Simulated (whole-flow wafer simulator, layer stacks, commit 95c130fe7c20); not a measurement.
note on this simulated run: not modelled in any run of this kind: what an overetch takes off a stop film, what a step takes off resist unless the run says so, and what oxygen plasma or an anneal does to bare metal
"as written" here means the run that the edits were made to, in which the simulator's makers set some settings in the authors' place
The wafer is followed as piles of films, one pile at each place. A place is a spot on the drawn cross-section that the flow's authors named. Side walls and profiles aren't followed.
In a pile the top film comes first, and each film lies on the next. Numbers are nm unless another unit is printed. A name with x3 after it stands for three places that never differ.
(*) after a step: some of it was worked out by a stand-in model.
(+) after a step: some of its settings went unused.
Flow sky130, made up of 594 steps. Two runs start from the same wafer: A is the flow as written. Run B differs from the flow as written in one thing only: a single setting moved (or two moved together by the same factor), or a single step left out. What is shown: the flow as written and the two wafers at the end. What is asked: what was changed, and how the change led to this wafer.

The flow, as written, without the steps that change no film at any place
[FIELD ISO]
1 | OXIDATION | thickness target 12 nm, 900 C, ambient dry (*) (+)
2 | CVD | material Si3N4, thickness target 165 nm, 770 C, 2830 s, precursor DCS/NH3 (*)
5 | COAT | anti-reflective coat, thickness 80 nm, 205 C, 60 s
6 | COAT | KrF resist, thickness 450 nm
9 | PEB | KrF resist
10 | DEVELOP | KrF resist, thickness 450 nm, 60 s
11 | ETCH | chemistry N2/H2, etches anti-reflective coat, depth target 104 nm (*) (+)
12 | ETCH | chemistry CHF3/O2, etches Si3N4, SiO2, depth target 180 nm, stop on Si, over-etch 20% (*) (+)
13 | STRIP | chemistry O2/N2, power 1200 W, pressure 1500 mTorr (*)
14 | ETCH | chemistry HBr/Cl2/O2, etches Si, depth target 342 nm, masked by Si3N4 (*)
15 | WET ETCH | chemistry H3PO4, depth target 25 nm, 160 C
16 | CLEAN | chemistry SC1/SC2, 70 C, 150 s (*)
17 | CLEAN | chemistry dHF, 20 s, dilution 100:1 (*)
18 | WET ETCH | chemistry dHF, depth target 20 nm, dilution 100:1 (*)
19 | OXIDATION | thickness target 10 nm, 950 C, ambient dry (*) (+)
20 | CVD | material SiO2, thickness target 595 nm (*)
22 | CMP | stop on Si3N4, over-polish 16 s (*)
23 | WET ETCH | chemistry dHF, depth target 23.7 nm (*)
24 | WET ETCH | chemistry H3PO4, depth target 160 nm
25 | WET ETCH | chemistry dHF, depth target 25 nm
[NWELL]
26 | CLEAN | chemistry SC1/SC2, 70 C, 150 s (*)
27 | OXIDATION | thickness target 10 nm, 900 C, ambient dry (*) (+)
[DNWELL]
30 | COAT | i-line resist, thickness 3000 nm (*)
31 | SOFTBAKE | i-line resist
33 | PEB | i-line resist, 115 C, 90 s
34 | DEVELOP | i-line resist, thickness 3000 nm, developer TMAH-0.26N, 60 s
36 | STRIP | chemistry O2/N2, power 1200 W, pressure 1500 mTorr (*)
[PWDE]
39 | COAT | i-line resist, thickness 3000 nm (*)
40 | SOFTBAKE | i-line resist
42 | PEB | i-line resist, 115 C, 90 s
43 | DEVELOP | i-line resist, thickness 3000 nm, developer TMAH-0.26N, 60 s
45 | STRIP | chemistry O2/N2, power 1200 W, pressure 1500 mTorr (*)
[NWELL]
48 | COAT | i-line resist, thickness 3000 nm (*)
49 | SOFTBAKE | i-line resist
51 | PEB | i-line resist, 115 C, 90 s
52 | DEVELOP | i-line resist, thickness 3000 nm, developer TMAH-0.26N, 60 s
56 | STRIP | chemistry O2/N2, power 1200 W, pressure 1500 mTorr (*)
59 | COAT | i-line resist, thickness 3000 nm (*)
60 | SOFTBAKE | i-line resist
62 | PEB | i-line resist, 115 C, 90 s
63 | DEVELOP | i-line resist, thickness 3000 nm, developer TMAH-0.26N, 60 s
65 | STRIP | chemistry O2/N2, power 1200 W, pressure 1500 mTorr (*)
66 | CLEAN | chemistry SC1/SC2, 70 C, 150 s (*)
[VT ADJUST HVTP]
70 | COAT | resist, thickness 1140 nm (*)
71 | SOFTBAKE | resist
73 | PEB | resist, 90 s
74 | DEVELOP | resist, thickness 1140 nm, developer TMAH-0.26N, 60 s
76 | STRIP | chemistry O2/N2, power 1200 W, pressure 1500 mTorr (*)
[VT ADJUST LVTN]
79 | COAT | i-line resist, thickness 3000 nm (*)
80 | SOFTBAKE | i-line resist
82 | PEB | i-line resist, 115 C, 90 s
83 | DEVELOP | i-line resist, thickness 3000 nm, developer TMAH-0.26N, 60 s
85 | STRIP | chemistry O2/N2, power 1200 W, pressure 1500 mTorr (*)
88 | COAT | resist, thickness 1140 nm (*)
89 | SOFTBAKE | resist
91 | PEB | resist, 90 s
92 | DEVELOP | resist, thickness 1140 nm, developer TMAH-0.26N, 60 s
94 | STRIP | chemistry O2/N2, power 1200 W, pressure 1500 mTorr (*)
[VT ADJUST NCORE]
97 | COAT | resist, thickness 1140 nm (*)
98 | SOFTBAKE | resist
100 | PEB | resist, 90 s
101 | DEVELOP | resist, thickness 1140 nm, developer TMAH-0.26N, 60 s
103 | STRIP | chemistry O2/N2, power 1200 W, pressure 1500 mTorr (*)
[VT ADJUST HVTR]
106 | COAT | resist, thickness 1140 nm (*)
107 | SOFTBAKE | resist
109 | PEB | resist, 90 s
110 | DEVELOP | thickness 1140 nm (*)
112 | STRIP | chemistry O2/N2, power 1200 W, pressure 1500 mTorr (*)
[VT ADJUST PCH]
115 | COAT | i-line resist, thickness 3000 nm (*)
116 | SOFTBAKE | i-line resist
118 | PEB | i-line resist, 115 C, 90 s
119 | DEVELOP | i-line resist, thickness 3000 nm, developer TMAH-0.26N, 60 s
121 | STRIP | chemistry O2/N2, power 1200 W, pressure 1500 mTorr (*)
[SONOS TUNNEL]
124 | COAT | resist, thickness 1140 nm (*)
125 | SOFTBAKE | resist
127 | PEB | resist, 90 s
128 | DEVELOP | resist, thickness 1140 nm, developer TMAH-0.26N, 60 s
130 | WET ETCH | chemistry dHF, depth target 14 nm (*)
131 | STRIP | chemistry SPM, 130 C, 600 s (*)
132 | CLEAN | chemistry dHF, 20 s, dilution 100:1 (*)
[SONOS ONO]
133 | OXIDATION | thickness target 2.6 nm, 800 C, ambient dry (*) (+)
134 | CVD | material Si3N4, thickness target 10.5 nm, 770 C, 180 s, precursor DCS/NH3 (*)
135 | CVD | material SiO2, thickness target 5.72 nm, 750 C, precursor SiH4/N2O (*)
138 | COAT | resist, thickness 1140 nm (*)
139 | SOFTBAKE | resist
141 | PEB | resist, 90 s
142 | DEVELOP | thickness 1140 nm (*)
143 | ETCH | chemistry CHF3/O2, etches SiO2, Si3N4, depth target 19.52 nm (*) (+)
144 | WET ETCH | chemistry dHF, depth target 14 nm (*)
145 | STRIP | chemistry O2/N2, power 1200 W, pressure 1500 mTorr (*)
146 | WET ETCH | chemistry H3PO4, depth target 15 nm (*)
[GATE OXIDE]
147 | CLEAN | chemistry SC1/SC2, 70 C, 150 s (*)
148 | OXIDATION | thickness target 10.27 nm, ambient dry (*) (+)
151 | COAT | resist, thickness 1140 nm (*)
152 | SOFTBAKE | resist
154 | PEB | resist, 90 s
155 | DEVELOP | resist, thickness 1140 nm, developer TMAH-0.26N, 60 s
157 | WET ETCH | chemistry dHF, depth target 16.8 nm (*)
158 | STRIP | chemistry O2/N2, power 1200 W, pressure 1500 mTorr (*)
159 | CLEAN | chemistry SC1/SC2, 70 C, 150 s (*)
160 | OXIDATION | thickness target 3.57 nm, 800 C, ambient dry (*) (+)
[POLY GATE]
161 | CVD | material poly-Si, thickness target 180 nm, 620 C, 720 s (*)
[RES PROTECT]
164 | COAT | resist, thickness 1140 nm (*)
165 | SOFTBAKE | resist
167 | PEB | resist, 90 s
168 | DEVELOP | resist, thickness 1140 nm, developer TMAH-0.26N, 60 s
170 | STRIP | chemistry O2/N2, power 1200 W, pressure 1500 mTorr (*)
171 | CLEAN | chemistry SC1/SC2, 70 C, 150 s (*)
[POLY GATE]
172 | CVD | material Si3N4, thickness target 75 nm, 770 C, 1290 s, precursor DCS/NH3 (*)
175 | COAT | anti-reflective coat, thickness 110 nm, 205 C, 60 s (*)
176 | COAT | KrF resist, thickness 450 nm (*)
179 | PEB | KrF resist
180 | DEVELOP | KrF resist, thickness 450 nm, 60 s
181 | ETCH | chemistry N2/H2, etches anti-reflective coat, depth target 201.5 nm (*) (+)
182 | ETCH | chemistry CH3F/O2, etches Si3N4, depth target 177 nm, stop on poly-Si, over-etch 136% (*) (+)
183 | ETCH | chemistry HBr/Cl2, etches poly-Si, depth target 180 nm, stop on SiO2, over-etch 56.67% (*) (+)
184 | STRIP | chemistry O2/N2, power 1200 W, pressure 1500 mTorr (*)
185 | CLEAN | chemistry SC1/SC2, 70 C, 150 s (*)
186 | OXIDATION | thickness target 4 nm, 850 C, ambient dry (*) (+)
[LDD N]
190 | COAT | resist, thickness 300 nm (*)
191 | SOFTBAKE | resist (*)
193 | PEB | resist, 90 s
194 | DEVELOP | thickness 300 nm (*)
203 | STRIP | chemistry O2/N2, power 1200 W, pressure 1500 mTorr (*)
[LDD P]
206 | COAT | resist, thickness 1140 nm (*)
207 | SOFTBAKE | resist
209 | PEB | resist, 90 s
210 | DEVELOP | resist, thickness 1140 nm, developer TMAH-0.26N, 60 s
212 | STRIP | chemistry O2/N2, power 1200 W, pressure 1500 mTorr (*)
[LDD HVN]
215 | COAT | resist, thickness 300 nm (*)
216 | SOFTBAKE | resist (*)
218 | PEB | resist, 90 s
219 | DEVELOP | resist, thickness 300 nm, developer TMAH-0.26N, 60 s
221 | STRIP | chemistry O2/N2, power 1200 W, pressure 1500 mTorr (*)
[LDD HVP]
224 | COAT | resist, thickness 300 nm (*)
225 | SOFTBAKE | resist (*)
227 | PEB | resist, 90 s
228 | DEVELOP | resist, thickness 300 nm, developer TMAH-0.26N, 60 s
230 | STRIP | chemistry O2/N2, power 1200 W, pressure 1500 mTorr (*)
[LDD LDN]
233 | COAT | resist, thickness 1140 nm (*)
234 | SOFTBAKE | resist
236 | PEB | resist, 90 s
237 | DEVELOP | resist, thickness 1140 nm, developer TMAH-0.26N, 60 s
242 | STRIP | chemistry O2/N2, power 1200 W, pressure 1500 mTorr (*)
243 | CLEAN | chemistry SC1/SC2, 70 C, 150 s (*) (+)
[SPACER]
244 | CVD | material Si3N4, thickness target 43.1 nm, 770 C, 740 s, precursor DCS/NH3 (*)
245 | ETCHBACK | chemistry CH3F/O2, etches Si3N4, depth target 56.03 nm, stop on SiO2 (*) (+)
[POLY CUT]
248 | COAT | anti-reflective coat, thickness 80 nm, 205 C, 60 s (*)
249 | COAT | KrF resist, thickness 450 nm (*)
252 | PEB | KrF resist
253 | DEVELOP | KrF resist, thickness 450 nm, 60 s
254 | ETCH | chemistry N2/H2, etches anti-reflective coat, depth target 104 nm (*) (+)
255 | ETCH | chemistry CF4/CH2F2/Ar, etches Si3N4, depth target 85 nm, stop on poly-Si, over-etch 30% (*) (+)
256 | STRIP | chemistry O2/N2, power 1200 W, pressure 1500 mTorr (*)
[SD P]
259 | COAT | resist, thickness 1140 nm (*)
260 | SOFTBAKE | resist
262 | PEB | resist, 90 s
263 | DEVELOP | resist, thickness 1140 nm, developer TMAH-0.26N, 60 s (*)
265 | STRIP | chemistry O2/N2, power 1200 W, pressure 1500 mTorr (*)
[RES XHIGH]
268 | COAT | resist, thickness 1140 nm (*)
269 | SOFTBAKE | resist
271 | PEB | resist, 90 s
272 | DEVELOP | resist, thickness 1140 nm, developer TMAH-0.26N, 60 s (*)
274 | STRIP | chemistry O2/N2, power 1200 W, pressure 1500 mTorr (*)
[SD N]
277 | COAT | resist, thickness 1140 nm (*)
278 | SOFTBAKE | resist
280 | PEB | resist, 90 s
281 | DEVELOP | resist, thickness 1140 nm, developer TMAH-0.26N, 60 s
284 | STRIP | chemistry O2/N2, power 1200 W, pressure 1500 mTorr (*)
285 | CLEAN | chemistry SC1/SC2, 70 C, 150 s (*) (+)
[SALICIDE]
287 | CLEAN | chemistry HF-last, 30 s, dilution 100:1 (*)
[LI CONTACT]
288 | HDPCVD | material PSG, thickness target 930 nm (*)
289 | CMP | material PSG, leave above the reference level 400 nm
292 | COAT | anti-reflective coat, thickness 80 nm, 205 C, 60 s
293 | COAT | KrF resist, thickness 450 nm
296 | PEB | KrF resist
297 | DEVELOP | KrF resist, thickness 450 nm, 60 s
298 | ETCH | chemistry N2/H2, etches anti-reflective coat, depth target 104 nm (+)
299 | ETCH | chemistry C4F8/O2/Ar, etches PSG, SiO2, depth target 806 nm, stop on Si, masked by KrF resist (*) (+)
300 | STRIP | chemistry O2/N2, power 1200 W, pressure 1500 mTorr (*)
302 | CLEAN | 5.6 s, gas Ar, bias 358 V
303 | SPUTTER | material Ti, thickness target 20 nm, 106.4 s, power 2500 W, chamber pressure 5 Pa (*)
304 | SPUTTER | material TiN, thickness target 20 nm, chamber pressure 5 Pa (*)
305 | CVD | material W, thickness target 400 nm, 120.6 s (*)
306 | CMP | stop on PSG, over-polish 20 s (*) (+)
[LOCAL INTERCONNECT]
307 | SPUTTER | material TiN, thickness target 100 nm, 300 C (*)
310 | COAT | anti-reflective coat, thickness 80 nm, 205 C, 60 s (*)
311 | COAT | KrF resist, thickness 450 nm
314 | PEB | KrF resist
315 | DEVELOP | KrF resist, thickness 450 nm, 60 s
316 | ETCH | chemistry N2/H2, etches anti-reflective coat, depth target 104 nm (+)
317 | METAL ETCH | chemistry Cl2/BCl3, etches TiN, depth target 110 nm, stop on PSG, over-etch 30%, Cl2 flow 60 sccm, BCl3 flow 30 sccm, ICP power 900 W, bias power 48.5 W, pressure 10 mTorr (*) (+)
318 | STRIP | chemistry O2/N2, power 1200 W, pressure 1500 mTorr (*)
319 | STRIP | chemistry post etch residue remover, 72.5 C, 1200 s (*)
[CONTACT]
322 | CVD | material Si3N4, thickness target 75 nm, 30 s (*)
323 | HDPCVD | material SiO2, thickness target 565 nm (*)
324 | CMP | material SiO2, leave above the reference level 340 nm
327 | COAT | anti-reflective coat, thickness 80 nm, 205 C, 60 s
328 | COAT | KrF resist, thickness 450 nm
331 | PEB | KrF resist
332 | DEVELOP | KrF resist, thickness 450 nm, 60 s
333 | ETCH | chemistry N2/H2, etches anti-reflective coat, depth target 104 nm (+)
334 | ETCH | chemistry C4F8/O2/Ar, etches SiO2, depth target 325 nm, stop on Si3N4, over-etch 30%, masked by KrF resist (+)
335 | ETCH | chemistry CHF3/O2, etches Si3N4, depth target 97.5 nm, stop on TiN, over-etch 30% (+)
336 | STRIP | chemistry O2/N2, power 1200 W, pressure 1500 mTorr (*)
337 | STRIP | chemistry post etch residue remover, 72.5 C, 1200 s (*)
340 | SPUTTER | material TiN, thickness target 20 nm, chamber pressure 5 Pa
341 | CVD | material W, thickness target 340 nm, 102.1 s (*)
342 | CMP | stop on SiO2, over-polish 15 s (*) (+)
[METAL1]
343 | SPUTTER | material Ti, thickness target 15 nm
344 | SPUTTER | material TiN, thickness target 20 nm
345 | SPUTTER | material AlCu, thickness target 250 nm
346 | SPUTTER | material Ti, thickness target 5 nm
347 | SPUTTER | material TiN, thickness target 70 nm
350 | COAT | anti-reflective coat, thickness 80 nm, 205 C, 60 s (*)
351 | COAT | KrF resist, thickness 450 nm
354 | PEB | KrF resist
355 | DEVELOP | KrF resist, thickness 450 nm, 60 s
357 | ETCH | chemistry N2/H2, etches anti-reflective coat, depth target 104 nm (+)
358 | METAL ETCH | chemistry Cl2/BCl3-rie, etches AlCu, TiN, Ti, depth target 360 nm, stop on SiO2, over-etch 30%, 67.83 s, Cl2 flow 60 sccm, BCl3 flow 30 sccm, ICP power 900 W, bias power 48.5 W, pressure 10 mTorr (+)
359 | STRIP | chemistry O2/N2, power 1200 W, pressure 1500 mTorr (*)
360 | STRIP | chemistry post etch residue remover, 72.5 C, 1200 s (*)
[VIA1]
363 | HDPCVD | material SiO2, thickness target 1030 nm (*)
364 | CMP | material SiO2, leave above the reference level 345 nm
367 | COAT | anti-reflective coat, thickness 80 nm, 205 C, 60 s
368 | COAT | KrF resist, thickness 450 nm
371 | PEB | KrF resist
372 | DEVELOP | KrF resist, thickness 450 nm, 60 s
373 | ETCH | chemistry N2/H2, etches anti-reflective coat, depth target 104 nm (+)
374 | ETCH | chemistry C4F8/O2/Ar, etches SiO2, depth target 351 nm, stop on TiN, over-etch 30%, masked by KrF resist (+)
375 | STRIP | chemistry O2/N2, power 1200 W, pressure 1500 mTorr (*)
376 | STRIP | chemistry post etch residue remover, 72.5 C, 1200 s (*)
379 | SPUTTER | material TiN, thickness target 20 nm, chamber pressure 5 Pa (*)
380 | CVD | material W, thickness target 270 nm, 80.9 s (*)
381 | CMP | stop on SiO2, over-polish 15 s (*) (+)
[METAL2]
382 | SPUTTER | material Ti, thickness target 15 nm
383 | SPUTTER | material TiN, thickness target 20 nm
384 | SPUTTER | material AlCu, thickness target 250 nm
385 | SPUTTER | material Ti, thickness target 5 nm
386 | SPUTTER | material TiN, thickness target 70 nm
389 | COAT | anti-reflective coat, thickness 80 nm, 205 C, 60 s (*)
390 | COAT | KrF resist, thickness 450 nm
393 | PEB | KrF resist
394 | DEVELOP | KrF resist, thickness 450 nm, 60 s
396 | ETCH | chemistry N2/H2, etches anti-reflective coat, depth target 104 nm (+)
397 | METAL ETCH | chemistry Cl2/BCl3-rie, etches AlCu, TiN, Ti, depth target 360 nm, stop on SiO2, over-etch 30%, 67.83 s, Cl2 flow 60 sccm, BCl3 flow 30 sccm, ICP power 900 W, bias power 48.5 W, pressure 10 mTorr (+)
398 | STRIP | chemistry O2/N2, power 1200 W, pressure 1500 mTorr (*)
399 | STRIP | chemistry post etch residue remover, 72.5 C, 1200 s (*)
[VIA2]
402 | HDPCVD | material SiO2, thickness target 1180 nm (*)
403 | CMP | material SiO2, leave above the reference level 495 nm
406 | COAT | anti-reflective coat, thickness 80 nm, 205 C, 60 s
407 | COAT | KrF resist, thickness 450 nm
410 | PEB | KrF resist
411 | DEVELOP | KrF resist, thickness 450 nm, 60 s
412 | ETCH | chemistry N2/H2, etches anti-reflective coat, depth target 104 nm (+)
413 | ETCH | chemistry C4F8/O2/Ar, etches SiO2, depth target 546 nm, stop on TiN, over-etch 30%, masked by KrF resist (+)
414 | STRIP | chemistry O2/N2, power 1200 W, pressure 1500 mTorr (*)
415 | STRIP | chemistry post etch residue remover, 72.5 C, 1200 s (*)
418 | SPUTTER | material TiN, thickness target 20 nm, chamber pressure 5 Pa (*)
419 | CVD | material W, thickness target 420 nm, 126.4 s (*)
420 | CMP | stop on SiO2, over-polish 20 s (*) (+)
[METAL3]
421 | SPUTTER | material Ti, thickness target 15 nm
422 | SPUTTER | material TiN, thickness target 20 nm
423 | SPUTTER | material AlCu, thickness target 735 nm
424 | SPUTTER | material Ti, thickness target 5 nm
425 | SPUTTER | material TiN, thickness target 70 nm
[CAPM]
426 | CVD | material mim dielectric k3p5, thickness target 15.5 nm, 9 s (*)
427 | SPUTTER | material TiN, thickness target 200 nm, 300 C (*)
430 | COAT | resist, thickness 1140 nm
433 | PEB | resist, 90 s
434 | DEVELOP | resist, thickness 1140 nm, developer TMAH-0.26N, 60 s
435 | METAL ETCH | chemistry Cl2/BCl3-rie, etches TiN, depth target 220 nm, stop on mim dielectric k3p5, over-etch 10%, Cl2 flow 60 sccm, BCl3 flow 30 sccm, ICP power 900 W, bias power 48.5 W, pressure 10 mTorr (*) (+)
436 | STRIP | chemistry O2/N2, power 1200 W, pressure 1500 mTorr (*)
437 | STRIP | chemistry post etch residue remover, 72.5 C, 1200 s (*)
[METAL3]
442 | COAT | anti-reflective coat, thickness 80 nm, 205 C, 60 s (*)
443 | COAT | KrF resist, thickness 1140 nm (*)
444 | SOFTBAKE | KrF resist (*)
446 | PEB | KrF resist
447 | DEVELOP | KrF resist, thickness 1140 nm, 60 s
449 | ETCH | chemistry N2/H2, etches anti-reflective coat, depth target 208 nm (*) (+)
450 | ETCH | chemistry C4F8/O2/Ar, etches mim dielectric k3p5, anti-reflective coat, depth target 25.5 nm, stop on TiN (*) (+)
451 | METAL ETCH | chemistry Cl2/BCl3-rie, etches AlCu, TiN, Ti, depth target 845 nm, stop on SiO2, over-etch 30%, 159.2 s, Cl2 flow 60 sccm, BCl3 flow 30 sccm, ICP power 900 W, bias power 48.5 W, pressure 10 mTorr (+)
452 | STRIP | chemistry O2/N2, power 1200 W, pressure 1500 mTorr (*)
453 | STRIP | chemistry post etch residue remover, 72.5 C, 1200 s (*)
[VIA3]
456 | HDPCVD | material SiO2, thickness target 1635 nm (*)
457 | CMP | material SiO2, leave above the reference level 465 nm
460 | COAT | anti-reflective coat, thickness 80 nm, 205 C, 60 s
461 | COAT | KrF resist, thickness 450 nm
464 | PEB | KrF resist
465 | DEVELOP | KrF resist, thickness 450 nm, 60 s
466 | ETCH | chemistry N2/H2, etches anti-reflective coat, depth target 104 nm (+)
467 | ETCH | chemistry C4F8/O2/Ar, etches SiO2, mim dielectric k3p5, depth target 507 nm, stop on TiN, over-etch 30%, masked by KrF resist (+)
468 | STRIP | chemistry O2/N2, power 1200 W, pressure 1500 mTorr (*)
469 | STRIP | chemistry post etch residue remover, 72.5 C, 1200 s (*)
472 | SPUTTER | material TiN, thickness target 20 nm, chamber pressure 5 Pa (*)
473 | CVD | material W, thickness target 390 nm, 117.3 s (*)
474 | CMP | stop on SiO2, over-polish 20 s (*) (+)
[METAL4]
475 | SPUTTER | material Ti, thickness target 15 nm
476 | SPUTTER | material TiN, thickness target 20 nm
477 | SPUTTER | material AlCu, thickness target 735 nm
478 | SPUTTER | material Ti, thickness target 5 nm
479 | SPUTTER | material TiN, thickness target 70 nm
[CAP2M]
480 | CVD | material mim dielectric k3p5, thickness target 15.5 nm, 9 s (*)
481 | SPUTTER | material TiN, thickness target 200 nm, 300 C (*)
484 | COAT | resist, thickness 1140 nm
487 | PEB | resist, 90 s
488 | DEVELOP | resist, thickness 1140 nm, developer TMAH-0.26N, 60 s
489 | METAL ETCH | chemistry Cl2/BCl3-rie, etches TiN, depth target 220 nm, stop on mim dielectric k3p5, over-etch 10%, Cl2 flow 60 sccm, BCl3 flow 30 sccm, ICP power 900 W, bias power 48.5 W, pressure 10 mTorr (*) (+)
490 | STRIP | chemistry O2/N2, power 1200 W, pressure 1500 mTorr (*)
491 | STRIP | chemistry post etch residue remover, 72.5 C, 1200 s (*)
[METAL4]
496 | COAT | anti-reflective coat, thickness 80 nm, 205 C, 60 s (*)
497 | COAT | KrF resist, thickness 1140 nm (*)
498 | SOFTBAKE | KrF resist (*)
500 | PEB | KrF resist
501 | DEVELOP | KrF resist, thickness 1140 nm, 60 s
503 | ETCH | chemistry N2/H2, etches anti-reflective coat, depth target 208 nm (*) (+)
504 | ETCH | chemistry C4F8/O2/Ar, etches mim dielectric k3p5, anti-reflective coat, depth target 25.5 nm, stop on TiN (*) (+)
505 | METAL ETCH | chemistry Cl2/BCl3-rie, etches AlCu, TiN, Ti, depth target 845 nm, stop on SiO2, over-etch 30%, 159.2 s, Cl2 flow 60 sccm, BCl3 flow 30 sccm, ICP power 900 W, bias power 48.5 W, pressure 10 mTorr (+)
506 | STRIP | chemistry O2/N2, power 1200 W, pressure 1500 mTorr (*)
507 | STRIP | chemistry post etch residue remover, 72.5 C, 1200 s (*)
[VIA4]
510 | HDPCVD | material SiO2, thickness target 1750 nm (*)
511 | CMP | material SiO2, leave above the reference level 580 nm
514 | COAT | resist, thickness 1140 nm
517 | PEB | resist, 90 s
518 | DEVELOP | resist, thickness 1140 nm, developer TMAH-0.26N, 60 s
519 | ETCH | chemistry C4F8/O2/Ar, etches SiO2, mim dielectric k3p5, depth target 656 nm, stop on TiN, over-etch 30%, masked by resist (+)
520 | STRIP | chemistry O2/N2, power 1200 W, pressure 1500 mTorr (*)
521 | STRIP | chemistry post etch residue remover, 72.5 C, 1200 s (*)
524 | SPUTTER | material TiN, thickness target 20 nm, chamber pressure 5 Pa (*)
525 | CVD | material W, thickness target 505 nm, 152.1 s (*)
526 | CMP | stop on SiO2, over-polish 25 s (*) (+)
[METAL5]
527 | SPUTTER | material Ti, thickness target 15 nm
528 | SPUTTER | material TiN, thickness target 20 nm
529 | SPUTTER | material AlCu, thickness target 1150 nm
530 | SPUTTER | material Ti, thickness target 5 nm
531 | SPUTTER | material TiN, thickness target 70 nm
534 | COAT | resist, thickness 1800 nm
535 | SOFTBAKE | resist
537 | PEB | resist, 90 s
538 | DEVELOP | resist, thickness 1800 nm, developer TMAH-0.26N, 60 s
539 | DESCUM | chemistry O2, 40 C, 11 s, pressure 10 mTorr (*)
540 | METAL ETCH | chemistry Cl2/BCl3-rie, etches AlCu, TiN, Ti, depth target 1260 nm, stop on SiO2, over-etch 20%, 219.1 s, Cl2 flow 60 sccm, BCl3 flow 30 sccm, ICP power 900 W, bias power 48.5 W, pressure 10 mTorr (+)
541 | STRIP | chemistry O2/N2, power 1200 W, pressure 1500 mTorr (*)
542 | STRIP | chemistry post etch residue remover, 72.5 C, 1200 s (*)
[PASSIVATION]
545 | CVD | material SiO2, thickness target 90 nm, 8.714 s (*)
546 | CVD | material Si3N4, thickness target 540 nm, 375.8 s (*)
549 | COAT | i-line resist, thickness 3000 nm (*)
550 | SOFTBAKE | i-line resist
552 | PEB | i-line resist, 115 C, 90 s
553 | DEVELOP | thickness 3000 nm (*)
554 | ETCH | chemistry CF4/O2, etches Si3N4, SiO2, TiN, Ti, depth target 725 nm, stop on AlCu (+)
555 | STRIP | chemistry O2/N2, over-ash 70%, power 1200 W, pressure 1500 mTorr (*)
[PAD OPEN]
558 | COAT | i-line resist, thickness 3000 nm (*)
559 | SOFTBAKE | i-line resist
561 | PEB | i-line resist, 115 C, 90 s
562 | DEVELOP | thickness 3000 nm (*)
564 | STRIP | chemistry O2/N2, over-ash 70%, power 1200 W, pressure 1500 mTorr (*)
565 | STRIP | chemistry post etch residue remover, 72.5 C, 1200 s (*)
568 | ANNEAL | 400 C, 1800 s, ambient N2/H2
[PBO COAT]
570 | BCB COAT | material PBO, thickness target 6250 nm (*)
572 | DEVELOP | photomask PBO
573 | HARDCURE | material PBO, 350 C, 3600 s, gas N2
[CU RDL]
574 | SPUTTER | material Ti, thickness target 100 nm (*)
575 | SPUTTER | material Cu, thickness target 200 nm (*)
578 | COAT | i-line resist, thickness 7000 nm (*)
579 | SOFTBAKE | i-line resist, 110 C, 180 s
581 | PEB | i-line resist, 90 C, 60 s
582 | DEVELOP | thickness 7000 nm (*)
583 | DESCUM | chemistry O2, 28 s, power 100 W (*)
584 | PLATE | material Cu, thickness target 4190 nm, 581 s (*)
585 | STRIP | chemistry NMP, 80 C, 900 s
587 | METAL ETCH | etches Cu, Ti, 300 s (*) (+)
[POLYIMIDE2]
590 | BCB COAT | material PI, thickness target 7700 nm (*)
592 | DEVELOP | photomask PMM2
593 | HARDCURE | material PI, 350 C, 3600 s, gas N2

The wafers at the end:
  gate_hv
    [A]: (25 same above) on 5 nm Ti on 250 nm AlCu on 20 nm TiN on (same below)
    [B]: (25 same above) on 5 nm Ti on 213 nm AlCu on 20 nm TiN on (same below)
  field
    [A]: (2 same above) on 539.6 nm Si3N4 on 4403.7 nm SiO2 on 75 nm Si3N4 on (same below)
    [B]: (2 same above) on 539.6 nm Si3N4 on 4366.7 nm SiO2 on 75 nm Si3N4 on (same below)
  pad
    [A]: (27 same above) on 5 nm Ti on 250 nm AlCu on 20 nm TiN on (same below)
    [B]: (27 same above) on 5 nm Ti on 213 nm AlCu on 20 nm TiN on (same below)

Cause: step 345, SPUTTER: thickness target 213 nm was run, while the flow as written has thickness target 250 nm.
The wafer lets one read it off: gate_hv has AlCu 213, and step 345 as written asks for 250 nm.

How this came from the change, step by step:
  345 | SPUTTER | material AlCu, thickness target 250 nm
      field, active, n_well and 188 more: A AlCu gains 250 (new film) | B AlCu gains 213 (new film)
  358 | METAL ETCH | chemistry Cl2/BCl3-rie, etches AlCu, TiN, Ti, depth target 360 nm, stop on SiO2, over-etch 30%, 67.83 s, Cl2 flow 60 sccm, BCl3 flow 30 sccm, ICP power 900 W, bias power 48.5 W, pressure 10 mTorr (+)
      field, active, gate and 81 more: A TiN loses 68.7 (all of it), Ti loses 5 (all of it), AlCu loses 250 (all of it), TiN loses 20 (all of it), Ti loses 15 (all of it), SiO2 loses 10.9 | B TiN loses 68.7 (all of it), Ti loses 5 (all of it), AlCu loses 213 (all of it), TiN loses 20 (all of it), Ti loses 15 (all of it), SiO2 loses 14.6
  364 | CMP | material SiO2, leave above the reference level 345 nm
      field, active, gate and 81 more: A SiO2 loses 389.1 | B SiO2 loses 422.4
